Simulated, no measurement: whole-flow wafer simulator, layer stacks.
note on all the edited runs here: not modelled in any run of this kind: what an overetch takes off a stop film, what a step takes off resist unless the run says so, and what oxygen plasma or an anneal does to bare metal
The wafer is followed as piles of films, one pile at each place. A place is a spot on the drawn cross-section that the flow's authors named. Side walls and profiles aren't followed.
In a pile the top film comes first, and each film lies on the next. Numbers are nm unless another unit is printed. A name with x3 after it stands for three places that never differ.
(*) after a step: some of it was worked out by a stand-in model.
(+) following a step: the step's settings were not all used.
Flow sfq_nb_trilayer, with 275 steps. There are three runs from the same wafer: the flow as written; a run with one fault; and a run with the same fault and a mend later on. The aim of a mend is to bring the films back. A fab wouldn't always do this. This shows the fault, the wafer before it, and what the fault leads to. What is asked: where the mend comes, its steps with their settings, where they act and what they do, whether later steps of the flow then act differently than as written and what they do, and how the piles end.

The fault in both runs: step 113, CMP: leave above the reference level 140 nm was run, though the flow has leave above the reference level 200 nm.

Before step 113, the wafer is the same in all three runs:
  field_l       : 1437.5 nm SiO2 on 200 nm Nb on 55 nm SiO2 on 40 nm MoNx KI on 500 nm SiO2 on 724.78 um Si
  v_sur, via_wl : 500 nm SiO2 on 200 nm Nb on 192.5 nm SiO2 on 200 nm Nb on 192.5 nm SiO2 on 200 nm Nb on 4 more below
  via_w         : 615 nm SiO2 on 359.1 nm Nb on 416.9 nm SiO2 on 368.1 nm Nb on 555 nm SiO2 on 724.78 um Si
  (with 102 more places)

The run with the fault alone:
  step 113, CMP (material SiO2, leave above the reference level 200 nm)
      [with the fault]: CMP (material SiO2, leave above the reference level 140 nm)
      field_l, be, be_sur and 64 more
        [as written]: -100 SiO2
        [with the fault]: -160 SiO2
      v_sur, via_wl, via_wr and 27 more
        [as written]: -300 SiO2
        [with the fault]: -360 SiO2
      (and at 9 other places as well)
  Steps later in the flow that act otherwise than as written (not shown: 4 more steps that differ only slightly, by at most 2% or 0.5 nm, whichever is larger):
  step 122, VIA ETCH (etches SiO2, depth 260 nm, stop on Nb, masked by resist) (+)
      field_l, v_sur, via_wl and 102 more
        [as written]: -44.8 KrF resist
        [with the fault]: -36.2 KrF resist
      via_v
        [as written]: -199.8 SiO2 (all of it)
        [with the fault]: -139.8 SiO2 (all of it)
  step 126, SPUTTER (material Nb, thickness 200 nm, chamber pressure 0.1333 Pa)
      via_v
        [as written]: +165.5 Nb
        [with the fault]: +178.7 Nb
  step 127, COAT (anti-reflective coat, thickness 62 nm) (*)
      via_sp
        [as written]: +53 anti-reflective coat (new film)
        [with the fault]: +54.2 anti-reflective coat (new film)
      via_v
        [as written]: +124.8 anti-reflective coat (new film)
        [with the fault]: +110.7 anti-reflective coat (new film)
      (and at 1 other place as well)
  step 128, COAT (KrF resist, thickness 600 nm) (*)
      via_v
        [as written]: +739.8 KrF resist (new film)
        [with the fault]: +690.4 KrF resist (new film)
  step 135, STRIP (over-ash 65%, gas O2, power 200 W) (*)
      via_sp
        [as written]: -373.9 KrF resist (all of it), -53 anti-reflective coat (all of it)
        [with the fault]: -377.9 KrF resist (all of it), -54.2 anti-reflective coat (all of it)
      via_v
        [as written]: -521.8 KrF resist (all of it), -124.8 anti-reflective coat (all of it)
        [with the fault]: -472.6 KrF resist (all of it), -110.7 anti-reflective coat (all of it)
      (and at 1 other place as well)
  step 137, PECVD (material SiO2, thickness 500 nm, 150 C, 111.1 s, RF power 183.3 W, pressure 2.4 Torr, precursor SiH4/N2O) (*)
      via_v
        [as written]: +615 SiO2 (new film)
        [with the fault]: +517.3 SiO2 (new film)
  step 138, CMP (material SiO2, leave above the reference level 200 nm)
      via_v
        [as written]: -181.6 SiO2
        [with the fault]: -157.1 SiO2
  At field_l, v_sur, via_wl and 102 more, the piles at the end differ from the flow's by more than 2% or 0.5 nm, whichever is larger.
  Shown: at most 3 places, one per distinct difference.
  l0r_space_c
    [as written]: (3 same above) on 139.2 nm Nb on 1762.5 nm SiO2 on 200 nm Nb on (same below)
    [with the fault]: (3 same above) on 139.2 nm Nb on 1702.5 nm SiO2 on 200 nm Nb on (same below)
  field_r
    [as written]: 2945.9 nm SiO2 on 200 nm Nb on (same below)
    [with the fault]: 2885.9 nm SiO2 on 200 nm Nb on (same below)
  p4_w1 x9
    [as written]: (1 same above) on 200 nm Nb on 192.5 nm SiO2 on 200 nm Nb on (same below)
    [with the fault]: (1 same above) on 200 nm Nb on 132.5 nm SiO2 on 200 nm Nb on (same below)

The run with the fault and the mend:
  After step 120 comes the mend.
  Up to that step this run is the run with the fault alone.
  step 120a, STRIP (over-ash 65%, gas O2, power 200 W) (*)
      field_l, v_sur, via_wl and 102 more
        -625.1 KrF resist (all of it), -62 anti-reflective coat (all of it)
      via_v
        -62 anti-reflective coat (all of it)
  step 120b, PECVD (material SiO2, thickness 60 nm, 150 C, 13.33 s, RF power 183.3 W, pressure 2.4 Torr, precursor SiH4/N2O) (a further turn of the flow's step 112, with different settings)
      field_l, v_sur, via_wl and 103 more
        +60 SiO2
  step 120c, COAT (anti-reflective coat, thickness 62 nm) (a further turn of the flow's step 115)
      field_l, v_sur, via_wl and 103 more
        +62 anti-reflective coat (new film)
  step 120d, COAT (KrF resist, thickness 650 nm) (a further turn of the flow's step 116)
      field_l, v_sur, via_wl and 103 more
        +650 KrF resist (new film)
  step 120e, SOFTBAKE (KrF resist) (a further turn of the flow's step 117)
      alters no film at any place that is followed
  step 120f, EXPOSE (photomask I3, dose 11.91 mJ/cm2, NA 0.6, wavelength 248 nm) (*) (a further turn of the flow's step 118)
      alters no film at any place that is followed
  step 120g, PEB (KrF resist, 90 s) (a further turn of the flow's step 119)
      field_l, v_sur, via_wl and 103 more
        -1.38 KrF resist
  step 120h, DEVELOP (KrF resist, thickness 650 nm, 60 s) (a further turn of the flow's step 120)
      field_l, v_sur, via_wl and 102 more
        -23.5 KrF resist
      via_v
        -648.6 KrF resist (all of it)
  Later steps of the flow that are run all act as written at every place that is followed, up to a difference of at most 2% or 0.5 nm, whichever is larger.
  At every place that both follow, the piles at the end match the flow's.
